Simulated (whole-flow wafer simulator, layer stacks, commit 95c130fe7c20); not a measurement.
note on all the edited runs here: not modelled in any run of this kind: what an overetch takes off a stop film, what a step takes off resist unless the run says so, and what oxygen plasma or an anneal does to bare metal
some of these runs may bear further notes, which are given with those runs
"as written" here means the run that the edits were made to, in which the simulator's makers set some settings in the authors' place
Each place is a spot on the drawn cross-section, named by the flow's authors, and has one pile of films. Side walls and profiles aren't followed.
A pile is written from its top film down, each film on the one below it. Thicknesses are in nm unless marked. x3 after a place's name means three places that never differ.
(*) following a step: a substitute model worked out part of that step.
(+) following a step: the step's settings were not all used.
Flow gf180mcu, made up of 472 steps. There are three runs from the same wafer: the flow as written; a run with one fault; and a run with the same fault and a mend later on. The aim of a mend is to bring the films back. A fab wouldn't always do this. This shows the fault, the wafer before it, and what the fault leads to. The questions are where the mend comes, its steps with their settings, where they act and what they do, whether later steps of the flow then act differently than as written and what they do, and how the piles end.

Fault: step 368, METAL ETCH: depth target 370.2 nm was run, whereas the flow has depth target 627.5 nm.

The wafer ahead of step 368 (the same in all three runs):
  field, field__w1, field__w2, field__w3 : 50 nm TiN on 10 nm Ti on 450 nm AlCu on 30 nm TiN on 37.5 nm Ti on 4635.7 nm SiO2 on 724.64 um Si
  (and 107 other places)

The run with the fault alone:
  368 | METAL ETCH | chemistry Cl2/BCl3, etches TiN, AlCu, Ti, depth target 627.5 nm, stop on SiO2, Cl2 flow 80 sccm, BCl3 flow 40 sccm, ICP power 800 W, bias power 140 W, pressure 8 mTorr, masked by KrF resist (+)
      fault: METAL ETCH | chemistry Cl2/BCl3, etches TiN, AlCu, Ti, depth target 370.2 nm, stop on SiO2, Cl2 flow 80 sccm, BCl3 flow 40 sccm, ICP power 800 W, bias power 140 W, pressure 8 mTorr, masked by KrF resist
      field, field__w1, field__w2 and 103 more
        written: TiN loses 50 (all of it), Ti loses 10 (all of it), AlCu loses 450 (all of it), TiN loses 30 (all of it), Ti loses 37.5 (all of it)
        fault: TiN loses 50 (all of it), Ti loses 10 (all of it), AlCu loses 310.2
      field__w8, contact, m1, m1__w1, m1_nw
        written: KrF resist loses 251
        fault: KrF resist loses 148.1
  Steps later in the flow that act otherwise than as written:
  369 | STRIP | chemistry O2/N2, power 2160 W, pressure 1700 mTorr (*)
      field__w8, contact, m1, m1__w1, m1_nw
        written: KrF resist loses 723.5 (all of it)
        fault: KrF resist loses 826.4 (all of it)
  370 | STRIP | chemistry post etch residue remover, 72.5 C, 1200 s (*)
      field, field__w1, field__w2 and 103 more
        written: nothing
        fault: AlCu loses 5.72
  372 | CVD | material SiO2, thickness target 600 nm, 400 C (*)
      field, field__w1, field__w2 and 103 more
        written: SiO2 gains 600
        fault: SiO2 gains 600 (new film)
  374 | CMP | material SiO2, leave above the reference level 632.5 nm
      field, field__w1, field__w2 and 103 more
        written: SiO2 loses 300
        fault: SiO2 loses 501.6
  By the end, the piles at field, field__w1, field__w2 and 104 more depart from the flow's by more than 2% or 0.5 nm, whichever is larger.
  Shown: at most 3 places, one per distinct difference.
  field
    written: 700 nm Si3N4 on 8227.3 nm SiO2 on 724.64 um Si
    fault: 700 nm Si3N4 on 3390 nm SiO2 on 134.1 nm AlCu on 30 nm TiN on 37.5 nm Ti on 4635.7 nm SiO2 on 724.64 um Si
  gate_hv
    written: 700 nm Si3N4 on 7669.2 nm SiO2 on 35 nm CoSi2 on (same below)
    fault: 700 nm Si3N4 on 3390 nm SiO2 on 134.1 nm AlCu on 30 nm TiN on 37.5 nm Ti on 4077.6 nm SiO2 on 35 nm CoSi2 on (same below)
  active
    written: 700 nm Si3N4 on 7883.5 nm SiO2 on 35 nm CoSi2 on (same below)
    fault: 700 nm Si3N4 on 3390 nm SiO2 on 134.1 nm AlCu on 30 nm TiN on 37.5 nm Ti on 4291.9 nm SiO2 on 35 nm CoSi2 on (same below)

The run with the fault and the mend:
  After step 368 comes the mend.
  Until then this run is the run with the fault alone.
  368a | METAL ETCH | chemistry Cl2/BCl3, etches TiN, AlCu, Ti, depth target 257.3 nm, stop on SiO2, Cl2 flow 80 sccm, BCl3 flow 40 sccm, ICP power 800 W, bias power 140 W, pressure 8 mTorr, masked by KrF resist (+) (the flow's step 368 again, with other settings)
      field, field__w1, field__w2 and 103 more
        AlCu loses 139.8 (all of it), TiN loses 30 (all of it), Ti loses 37.5 (all of it)
      field__w8, contact, m1, m1__w1, m1_nw
        KrF resist loses 102.9
  Every later step of the flow that is run acts as written at every place that is followed.
  At every place that both follow, the piles at the end match the flow's.
